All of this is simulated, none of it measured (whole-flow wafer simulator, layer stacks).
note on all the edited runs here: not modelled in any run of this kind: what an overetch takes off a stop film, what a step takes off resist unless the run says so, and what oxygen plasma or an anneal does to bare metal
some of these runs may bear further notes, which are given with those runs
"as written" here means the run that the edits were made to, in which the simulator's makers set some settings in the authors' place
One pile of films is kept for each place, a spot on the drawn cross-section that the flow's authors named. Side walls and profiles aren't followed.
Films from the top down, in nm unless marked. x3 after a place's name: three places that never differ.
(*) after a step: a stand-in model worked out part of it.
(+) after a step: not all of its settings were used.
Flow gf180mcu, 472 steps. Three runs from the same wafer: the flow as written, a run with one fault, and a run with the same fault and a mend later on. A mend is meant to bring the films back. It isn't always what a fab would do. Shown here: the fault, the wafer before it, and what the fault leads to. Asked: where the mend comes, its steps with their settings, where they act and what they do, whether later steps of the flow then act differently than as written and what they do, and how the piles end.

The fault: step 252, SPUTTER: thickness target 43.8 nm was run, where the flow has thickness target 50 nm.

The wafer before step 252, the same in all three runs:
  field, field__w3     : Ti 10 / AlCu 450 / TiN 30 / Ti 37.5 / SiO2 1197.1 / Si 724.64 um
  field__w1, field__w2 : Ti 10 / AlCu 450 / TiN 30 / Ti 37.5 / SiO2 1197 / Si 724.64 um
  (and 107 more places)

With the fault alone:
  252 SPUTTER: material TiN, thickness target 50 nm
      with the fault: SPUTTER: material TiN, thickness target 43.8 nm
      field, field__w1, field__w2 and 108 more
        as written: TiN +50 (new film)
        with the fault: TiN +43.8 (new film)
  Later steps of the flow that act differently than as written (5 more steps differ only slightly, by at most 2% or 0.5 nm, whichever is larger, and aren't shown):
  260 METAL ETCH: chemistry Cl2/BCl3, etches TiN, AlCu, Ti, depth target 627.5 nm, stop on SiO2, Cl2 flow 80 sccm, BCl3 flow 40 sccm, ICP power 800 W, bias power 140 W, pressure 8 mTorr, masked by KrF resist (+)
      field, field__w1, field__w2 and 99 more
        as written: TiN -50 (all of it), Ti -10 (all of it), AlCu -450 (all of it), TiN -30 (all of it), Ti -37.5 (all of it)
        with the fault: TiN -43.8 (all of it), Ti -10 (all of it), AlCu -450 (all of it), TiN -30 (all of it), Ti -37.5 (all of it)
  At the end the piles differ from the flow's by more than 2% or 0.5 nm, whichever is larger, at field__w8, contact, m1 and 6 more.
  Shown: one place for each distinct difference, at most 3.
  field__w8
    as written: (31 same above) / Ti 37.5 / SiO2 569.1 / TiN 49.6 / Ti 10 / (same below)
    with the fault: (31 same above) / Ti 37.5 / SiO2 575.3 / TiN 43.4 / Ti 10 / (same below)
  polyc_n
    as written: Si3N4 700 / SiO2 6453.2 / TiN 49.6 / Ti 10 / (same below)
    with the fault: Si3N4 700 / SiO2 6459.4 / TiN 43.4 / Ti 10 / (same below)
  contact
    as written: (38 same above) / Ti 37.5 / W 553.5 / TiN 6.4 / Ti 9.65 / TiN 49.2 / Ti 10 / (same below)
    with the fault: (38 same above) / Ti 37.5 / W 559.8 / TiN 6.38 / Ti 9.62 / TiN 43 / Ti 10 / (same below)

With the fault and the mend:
  The mend comes after step 259.
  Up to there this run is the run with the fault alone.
  259a STRIP: chemistry O2/N2, power 2160 W, pressure 1700 mTorr (*)
      field__w8, contact, m1 and 6 more
        KrF resist -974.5 (all of it)
  259b SPUTTER: material TiN, thickness target 6.2 nm (the flow's step 252 once more, with other settings)
      field, field__w1, field__w2 and 108 more
        TiN +6.2
  259c HMDS: 120 C, 60 s (the flow's step 254 once more)
      changes no film at any place that is followed
  259d COAT: KrF resist, thickness 1000 nm (the flow's step 255 once more)
      field, field__w1, field__w2 and 108 more
        KrF resist +1000 (new film)
  259e SOFTBAKE: KrF resist (the flow's step 256 once more)
      changes no film at any place that is followed
  259f EXPOSE: photomask Metal1 (the flow's step 257 once more)
      changes no film at any place that is followed
  259g PEB: KrF resist, 135 C, 90 s (the flow's step 258 once more)
      field, field__w1, field__w2 and 108 more
        KrF resist -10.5
  259h DEVELOP: thickness 1000 nm, 60 s (the flow's step 259 once more)
      field, field__w1, field__w2 and 99 more
        KrF resist -989.5 (all of it)
      field__w8, contact, m1 and 6 more
        KrF resist -14.9
  No later step of the flow acts differently than as written at any place that is followed.
  At the end the piles are the same as the flow's at every place that both follow.
